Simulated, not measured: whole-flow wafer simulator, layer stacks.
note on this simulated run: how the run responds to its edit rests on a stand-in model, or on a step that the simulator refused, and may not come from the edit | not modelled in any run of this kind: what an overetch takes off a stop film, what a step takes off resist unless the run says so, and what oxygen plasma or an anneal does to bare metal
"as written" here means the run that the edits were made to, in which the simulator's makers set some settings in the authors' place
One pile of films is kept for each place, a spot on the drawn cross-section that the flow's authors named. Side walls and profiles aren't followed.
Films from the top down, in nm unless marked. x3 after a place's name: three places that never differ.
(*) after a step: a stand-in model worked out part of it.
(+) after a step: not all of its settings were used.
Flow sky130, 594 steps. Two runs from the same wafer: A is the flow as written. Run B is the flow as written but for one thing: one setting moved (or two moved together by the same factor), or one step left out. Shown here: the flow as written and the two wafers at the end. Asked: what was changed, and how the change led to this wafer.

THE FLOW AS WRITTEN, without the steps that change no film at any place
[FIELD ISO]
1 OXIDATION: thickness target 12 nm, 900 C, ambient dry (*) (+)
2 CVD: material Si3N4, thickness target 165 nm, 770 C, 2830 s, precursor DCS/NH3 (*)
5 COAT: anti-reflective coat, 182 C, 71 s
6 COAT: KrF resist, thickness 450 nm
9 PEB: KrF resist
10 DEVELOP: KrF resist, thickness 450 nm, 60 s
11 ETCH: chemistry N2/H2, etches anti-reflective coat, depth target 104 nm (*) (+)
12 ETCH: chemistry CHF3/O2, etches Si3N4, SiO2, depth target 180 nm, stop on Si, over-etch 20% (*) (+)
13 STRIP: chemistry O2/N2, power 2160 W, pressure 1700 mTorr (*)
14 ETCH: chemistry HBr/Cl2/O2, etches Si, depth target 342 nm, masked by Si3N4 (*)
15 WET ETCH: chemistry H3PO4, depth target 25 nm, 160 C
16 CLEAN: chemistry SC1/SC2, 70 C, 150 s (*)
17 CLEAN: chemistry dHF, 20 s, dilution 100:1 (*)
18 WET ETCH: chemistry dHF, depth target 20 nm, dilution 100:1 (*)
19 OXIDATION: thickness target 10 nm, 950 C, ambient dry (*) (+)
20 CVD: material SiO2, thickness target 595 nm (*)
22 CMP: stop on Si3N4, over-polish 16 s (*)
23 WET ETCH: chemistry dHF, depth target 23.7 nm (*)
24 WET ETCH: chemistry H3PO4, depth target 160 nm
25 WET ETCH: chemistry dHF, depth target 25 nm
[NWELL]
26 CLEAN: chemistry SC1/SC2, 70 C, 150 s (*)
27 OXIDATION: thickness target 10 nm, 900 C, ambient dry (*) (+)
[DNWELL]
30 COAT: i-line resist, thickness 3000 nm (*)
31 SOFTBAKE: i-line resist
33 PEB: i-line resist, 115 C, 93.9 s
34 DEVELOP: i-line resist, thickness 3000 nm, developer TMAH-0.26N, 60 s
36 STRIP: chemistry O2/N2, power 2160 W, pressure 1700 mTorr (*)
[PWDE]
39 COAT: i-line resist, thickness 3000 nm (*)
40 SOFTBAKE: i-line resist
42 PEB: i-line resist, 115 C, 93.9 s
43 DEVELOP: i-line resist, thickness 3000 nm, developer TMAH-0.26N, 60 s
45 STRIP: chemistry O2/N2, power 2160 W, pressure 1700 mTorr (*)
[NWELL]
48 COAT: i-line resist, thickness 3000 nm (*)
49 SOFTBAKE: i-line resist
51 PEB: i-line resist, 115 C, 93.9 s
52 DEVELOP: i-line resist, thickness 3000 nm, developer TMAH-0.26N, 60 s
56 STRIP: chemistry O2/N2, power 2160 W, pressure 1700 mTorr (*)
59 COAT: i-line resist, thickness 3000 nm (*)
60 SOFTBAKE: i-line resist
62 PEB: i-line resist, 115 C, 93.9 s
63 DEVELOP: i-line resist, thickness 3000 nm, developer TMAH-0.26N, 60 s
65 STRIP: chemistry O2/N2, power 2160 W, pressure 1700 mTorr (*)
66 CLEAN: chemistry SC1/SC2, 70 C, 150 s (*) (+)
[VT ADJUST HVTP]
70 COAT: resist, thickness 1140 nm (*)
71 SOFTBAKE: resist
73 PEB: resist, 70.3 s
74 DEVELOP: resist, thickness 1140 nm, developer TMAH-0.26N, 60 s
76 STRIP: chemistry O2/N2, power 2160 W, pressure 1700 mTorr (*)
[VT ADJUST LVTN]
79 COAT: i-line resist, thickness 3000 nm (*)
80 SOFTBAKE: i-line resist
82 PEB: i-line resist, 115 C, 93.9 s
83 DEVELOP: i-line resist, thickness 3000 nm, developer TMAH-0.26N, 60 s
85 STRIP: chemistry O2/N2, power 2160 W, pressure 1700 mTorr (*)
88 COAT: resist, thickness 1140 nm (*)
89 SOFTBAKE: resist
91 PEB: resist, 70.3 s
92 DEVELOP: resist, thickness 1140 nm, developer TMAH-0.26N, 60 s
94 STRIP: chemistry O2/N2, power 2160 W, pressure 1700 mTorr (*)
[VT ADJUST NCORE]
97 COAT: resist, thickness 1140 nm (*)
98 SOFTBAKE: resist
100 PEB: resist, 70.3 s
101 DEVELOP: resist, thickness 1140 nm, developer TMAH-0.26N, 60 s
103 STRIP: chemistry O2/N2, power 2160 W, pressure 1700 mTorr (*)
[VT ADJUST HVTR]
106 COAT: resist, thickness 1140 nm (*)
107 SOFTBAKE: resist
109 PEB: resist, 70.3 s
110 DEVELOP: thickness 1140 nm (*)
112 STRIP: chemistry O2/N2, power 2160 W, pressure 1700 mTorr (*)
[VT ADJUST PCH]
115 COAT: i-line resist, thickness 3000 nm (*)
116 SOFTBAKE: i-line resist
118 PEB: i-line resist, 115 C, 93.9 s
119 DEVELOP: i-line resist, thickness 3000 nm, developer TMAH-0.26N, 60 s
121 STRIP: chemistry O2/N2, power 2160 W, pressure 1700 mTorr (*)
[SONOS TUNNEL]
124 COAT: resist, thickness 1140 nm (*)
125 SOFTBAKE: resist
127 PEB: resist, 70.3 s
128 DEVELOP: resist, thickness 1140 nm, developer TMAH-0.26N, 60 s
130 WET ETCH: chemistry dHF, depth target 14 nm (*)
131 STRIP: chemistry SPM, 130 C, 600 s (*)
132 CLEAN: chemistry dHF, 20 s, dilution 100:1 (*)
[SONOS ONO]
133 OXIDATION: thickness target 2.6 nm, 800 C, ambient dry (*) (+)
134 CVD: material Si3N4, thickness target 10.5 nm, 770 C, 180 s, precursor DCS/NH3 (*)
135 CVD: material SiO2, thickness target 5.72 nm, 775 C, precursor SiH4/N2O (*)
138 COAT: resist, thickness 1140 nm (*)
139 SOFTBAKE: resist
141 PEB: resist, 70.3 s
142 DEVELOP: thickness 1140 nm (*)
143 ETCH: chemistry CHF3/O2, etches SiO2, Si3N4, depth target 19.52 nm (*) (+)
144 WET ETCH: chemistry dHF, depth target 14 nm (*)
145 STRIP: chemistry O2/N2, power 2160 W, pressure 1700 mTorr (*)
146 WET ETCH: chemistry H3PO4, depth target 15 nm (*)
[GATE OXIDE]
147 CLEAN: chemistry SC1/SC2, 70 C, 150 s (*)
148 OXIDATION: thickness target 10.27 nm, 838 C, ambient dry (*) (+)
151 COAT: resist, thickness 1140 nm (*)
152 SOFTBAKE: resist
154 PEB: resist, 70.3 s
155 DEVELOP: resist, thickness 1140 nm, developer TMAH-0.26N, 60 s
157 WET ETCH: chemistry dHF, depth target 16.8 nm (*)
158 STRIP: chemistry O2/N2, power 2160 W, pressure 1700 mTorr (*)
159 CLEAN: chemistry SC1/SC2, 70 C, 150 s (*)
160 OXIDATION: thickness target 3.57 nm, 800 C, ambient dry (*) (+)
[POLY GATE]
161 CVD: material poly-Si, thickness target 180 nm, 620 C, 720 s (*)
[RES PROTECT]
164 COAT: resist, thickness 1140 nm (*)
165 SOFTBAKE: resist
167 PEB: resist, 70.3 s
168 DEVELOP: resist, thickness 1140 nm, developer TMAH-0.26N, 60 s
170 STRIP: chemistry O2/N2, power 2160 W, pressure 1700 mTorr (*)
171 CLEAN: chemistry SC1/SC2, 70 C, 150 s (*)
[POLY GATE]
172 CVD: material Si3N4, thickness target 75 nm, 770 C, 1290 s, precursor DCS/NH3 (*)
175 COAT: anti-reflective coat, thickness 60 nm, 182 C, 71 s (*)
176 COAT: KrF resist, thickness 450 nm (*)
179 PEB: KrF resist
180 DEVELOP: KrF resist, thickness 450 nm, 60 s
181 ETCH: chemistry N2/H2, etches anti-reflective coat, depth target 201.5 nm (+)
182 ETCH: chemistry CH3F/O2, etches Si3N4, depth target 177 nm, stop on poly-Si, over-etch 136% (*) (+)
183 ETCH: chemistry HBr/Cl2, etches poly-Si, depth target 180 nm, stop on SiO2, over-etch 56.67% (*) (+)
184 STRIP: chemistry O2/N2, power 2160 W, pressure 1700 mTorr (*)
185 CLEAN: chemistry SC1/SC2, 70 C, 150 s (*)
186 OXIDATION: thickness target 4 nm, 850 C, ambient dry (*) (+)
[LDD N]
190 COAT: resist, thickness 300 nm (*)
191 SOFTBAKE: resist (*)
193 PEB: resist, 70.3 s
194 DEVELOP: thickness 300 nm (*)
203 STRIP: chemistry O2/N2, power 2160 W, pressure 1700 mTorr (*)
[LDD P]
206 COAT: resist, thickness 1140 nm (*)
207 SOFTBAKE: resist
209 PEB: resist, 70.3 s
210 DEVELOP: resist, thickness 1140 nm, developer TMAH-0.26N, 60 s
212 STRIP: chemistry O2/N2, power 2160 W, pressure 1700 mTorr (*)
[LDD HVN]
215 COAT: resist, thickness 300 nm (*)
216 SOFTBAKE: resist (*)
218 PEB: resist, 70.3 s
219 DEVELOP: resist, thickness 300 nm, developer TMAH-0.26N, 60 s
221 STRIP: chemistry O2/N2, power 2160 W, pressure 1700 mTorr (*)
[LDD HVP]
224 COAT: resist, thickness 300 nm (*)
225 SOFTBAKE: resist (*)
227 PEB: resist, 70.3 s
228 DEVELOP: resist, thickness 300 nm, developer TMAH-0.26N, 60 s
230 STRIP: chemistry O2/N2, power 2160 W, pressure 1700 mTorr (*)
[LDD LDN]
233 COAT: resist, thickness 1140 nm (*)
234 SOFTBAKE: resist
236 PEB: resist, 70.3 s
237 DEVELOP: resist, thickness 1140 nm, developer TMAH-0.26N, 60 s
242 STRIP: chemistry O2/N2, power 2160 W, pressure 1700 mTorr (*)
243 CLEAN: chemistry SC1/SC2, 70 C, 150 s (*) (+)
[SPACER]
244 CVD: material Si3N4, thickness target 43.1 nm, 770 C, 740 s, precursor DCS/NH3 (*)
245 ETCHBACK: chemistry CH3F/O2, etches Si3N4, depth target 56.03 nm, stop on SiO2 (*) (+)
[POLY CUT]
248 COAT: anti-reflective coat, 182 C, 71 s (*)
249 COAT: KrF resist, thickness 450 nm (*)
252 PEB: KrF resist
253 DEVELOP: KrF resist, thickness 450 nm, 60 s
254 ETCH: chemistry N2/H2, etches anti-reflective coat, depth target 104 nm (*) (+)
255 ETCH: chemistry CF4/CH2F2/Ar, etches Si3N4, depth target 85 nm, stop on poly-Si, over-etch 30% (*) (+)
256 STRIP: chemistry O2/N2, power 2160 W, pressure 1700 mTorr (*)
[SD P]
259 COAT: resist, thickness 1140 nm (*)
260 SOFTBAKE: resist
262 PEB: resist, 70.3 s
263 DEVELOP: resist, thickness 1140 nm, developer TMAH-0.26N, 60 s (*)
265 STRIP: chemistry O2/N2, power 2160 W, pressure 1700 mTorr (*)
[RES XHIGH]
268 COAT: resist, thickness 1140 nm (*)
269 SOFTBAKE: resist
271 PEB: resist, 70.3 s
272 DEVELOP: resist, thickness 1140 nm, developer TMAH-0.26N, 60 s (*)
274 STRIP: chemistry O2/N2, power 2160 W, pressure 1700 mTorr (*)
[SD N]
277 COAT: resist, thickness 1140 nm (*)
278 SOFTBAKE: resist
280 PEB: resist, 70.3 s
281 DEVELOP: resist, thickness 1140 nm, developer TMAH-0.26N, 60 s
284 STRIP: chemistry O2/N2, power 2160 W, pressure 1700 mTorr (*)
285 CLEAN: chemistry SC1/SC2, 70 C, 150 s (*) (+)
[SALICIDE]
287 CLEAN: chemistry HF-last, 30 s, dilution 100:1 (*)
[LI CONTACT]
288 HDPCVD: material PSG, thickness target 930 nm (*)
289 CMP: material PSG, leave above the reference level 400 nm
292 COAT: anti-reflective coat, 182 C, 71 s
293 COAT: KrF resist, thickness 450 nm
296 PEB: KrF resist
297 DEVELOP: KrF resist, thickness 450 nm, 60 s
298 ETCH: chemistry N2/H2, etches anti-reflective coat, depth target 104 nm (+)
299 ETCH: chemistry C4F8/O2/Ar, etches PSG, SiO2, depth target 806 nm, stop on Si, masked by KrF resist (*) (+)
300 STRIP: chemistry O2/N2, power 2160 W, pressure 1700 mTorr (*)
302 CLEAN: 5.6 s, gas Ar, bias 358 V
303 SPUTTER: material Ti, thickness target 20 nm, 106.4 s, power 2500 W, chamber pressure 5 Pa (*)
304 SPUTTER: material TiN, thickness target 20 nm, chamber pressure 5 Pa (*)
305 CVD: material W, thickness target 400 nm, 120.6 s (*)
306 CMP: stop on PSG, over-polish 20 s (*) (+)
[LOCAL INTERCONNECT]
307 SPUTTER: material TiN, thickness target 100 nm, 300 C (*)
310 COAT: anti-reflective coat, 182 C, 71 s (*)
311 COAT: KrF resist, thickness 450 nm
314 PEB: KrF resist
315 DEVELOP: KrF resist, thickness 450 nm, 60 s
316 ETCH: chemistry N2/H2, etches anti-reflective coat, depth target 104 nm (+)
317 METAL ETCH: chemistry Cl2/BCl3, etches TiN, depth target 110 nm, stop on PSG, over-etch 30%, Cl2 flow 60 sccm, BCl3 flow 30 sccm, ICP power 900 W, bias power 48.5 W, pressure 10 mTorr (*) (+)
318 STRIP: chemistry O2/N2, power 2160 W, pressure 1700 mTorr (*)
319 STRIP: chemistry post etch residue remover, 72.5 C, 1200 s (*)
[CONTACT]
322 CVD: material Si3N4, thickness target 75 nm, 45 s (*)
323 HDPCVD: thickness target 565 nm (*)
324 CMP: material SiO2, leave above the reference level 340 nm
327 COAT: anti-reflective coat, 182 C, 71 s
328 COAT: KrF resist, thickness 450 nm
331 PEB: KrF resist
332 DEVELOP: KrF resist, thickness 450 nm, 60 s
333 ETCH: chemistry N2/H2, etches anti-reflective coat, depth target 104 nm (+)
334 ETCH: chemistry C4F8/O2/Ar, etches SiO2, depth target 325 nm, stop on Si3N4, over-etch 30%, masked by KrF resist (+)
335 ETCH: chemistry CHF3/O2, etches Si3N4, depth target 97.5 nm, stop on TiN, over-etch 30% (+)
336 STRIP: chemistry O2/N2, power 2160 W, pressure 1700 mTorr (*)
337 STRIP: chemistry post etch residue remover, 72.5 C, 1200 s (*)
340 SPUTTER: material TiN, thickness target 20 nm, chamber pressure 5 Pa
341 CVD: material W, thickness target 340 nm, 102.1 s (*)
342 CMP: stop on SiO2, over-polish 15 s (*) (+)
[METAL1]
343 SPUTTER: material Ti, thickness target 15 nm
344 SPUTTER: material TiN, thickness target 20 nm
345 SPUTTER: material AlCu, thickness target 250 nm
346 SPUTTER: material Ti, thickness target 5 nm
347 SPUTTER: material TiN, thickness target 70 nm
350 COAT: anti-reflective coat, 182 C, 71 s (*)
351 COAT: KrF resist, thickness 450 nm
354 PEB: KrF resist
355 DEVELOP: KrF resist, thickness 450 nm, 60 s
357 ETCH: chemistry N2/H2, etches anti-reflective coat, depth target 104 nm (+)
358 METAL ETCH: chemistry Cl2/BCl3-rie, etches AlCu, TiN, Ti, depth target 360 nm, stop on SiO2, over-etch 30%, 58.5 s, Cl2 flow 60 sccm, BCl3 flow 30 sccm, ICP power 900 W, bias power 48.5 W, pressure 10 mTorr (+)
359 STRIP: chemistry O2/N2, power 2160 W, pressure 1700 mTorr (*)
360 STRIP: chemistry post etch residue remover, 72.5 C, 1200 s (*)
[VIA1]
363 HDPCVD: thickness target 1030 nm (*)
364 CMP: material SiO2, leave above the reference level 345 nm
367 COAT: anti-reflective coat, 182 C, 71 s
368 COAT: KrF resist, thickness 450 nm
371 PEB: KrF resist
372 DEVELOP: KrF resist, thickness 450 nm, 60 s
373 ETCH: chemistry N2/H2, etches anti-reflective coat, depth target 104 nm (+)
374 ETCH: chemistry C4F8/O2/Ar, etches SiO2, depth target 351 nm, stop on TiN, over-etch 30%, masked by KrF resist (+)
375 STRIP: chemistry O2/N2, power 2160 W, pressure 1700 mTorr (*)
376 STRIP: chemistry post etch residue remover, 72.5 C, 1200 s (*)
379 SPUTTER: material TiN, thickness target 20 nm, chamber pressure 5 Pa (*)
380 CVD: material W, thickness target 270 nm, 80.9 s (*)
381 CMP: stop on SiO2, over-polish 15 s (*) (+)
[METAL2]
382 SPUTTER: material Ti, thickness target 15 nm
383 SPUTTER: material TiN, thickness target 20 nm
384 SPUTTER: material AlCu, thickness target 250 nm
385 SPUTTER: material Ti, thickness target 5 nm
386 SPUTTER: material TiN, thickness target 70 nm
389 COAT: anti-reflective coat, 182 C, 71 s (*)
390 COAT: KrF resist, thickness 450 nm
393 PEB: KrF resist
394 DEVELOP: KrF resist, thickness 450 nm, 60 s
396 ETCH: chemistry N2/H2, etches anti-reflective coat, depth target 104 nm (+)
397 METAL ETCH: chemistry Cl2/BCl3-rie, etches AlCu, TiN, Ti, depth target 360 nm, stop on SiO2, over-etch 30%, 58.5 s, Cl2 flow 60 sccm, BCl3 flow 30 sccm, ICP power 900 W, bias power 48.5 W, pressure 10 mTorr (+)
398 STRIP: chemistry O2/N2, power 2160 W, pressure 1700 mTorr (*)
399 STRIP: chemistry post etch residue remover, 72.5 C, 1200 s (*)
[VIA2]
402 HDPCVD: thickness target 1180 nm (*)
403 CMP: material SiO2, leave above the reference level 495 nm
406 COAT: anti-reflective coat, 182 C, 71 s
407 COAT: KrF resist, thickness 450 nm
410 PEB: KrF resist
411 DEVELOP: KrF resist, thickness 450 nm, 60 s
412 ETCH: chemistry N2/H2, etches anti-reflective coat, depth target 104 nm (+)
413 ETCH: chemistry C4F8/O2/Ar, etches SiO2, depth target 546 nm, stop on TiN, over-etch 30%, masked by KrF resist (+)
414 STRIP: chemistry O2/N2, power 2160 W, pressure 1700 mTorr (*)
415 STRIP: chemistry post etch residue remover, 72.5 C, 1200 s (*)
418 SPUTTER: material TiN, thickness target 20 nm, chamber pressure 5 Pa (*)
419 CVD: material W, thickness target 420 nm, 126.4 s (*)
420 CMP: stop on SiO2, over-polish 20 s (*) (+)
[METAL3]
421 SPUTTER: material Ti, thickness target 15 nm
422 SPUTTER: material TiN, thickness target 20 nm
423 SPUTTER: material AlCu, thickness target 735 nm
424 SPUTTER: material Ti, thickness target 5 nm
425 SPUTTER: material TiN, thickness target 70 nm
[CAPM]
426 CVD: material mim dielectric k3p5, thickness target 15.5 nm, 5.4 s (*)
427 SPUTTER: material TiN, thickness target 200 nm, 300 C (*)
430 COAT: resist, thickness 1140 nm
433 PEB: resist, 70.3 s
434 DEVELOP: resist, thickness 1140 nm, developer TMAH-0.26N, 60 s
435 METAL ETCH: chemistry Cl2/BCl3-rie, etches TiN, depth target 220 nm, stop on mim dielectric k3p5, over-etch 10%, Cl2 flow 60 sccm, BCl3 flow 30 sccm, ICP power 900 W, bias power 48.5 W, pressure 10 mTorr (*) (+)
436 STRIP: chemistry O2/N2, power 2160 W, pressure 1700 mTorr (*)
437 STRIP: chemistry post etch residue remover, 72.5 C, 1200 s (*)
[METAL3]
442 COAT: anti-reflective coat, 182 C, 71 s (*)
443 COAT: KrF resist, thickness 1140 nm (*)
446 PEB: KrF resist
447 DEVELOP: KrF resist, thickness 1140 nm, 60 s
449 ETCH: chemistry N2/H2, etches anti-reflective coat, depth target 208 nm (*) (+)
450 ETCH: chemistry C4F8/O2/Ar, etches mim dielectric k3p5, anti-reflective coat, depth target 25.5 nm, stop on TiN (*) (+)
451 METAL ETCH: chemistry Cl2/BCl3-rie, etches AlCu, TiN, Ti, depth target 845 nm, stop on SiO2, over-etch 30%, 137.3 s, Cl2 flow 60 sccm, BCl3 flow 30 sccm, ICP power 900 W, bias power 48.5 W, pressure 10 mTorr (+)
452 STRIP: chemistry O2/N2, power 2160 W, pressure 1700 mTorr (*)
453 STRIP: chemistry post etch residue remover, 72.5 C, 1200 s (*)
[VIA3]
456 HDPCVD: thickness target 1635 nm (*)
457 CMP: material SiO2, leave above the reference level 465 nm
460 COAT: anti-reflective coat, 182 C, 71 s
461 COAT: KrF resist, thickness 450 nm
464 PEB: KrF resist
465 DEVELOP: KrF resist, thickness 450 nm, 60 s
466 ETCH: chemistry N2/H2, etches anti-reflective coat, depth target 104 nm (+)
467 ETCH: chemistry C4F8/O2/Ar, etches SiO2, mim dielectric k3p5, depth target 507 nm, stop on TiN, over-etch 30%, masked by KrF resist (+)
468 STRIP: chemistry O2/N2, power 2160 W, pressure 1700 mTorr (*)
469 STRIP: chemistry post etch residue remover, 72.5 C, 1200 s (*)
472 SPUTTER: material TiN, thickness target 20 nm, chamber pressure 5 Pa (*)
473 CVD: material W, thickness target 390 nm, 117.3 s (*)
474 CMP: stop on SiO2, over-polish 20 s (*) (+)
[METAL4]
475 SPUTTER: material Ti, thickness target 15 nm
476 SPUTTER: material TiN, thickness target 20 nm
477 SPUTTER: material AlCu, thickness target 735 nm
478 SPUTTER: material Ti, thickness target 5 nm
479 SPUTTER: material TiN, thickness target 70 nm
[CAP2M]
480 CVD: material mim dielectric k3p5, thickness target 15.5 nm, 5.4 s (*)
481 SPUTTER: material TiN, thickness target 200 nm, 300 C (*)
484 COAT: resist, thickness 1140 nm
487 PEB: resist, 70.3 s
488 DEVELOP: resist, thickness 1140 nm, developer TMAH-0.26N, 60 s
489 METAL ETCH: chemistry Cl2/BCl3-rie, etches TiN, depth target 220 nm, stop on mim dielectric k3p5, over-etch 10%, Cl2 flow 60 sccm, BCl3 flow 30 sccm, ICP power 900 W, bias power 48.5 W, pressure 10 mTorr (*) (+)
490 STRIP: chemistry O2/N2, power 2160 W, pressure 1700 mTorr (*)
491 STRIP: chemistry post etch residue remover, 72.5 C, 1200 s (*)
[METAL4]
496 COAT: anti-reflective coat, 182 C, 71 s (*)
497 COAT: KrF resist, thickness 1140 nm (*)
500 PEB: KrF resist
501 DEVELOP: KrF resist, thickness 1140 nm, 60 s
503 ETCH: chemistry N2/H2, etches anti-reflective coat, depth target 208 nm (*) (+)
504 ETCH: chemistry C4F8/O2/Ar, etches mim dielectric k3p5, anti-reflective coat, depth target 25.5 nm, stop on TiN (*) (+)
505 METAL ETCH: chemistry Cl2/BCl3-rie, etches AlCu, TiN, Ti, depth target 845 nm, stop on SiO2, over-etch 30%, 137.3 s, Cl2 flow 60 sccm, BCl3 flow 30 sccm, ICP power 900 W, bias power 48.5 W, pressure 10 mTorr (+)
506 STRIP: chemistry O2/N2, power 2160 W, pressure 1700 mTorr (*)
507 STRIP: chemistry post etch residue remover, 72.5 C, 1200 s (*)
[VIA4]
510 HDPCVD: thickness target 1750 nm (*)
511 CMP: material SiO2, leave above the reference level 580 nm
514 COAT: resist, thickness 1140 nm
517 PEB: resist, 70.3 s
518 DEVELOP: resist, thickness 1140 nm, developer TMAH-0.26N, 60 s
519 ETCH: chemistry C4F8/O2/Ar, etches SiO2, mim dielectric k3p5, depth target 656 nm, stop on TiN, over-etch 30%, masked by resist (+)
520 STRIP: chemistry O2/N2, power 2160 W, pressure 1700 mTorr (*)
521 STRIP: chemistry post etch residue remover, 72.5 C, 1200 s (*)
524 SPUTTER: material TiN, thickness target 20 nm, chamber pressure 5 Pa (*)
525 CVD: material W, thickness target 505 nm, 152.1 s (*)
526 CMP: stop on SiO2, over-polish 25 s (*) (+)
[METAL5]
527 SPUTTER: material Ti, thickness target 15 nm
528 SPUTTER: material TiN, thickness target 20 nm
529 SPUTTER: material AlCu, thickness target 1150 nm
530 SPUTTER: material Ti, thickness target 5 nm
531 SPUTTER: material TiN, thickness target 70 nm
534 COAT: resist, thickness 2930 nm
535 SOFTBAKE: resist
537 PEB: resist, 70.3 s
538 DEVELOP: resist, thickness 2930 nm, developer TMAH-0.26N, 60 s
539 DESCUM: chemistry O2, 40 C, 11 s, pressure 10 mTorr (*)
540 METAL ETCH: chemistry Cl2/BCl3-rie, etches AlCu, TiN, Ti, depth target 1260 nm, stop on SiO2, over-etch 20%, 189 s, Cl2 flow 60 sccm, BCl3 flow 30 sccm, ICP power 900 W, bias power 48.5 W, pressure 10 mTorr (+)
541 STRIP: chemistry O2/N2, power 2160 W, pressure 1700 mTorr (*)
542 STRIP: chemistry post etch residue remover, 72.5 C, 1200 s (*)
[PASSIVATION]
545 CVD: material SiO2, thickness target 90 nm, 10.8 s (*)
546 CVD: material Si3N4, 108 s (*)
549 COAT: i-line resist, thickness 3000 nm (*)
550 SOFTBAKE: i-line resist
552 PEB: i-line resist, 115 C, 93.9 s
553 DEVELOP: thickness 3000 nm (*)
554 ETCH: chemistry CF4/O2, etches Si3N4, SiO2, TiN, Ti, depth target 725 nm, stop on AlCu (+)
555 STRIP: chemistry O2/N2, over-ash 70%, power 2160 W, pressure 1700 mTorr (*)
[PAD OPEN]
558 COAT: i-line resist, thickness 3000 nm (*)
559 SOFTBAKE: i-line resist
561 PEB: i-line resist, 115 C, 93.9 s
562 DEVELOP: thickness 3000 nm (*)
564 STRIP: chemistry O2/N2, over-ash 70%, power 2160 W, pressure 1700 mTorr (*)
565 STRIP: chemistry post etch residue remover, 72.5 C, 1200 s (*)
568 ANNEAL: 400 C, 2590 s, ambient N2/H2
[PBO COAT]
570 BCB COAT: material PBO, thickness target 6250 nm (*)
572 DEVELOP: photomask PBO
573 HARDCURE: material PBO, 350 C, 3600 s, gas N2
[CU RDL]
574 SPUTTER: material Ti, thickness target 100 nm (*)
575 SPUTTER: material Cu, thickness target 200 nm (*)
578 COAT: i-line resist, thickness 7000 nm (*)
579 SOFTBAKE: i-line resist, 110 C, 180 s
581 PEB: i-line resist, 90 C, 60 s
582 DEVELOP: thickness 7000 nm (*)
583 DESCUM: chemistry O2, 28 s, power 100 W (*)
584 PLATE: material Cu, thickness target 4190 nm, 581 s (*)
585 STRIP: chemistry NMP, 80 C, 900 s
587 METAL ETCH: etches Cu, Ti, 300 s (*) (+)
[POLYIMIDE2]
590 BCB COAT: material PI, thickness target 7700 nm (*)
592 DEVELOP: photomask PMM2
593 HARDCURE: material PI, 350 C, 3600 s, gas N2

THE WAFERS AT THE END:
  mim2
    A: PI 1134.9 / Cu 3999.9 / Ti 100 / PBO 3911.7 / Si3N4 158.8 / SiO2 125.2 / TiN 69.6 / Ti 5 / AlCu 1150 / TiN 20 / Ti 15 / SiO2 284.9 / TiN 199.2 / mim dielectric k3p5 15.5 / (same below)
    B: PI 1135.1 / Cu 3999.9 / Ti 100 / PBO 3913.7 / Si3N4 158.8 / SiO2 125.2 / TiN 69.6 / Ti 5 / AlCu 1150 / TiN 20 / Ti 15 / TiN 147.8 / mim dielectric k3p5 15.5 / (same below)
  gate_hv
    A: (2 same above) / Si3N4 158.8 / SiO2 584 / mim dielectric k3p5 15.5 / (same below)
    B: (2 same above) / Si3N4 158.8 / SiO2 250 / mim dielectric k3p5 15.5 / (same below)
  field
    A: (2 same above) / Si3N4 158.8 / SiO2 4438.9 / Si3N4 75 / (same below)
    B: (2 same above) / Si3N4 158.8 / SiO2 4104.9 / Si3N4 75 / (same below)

The cause: step 511, CMP: leave above the reference level 246 nm was run, where the flow has leave above the reference level 580 nm.

How the change led to this, step by step:
  511 CMP: material SiO2, leave above the reference level 580 nm
      mim2: A SiO2 -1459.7 | B SiO2 -1750 (all of it), TiN -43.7
      n_well, p_well, gate_hv and 99 more: A SiO2 -1260.5 | B SiO2 -1594.5
      (and at 90 more places)
  519 ETCH: chemistry C4F8/O2/Ar, etches SiO2, mim dielectric k3p5, depth target 656 nm, stop on TiN, over-etch 30%, masked by resist (+)
      field, active, n_well and 188 more: A resist -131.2 | B resist -44.6
      m1: A SiO2 -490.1 (all of it), mim dielectric k3p5 -15.5 (all of it) | B SiO2 -156.1 (all of it), mim dielectric k3p5 -15.5 (all of it)
      (and at 1 more place)
  520 STRIP: chemistry O2/N2, power 2160 W, pressure 1700 mTorr (*)
      field, active, n_well and 188 more: A resist -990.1 (all of it) | B resist -1076.7 (all of it)
  524 SPUTTER: material TiN, thickness target 20 nm, chamber pressure 5 Pa (*)
      mim2: A TiN +20 (new film) | B TiN +20
      m1, via4_hole: A TiN +15.3 | B TiN +18
  525 CVD: material W, thickness target 505 nm, 152.1 s (*)
      m1: A W +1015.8 (new film) | B W +505 (new film)
      via4_hole: A W +1015.2 (new film) | B W +505 (new film)
  526 CMP: stop on SiO2, over-polish 25 s (*) (+)
      mim2: A W -505 (all of it), TiN -20 (all of it), SiO2 -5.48 | B W -505 (all of it), TiN -27.3
      m1: A W -532.7 | B W -358.7
      (and at 1 more place)
Counting metal films that touch as one body, mim2 has 7 bodies (between them, from the top down: PBO 3913.7 / Si3N4 158.8 / SiO2 125.2; mim dielectric k3p5 15.5; SiO2 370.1 / mim dielectric k3p5 15.5; SiO2 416; SiO2 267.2; SiO2 261.8 / Si3N4 75); the flow as written gives 8 bodies (between them, from the top down: PBO 3911.7 / Si3N4 158.8 / SiO2 125.2; SiO2 284.9; mim dielectric k3p5 15.5; SiO2 370.1 / mim dielectric k3p5 15.5; SiO2 416; SiO2 267.2; SiO2 261.8 / Si3N4 75).
